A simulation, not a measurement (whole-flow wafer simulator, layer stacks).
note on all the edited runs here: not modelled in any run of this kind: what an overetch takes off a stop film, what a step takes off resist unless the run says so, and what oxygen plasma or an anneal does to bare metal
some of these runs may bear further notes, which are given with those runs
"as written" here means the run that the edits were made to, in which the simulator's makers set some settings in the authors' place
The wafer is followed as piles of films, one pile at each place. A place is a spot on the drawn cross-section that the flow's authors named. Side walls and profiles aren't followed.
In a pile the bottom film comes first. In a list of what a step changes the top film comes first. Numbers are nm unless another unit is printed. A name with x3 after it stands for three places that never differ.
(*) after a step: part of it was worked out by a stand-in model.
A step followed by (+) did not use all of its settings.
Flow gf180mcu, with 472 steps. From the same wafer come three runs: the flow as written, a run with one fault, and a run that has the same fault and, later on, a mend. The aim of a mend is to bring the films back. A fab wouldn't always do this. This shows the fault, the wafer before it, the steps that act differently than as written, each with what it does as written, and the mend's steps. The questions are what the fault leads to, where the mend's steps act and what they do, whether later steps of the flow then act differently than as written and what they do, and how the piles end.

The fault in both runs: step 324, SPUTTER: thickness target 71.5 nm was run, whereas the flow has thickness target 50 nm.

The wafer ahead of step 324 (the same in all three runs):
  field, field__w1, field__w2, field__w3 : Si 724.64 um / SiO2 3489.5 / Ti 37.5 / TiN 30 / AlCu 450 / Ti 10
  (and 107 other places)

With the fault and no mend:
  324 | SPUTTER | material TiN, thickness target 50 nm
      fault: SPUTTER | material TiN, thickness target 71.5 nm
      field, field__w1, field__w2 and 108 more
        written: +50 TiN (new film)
        fault: +71.5 TiN (new film)
  Later steps of the flow acting differently than as written (3 other steps are not shown; they differ only slightly, by no more than 2% or 0.5 nm, whichever is larger):
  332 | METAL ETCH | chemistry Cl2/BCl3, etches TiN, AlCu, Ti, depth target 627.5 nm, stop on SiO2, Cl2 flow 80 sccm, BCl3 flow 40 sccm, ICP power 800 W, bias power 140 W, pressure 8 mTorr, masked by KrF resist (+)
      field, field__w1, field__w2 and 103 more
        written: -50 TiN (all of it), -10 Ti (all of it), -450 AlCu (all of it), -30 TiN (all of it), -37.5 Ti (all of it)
        fault: -71.5 TiN (all of it), -10 Ti (all of it), -450 AlCu (all of it), -30 TiN (all of it), -37.5 Ti (all of it)
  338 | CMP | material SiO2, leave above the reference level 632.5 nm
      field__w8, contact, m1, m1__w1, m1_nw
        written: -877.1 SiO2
        fault: -898.6 SiO2
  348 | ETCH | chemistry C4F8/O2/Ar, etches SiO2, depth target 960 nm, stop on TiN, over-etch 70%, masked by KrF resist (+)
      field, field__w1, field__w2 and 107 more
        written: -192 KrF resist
        fault: -187.3 KrF resist
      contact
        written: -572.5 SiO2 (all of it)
        fault: -551 SiO2 (all of it)
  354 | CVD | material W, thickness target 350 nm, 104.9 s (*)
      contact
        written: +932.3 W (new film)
        fault: +910.6 W (new film)
  The piles end different from the flow's at field__w8, contact, m1, m1__w1, m1_nw by more than 2% or 0.5 nm, whichever is larger.
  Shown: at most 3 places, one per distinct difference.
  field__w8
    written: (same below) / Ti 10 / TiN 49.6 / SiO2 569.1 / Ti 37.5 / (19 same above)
    fault: (same below) / Ti 10 / TiN 71.1 / SiO2 547.6 / Ti 37.5 / (19 same above)
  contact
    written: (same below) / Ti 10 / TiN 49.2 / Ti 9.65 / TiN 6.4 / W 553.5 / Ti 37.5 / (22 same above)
    fault: (same below) / Ti 10 / TiN 70.7 / Ti 9.77 / TiN 6.48 / W 531.8 / Ti 37.5 / (22 same above)

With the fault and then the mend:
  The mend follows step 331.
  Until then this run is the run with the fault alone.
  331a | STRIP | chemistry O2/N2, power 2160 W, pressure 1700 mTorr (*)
      field__w8, contact, m1, m1__w1, m1_nw
        -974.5 KrF resist (all of it)
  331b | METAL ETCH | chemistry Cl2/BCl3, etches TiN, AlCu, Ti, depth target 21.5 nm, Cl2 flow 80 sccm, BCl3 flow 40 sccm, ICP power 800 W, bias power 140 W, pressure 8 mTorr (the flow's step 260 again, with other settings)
      field, field__w1, field__w2 and 108 more
        -21.5 TiN
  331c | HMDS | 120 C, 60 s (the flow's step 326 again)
      leaves every film unchanged at each place that is followed
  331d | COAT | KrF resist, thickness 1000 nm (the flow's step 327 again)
      field, field__w1, field__w2 and 108 more
        +1000 KrF resist (new film)
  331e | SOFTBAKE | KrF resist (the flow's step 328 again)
      leaves every film unchanged at each place that is followed
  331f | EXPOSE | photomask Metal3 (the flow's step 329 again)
      leaves every film unchanged at each place that is followed
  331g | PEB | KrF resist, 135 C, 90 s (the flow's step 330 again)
      field, field__w1, field__w2 and 108 more
        -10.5 KrF resist
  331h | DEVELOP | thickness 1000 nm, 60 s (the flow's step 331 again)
      field, field__w1, field__w2 and 103 more
        -989.5 KrF resist (all of it)
      field__w8, contact, m1, m1__w1, m1_nw
        -14.9 KrF resist
  Later steps of the flow that are run all act as written at every place that is followed.
  At every place that both follow, the piles at the end match the flow's.
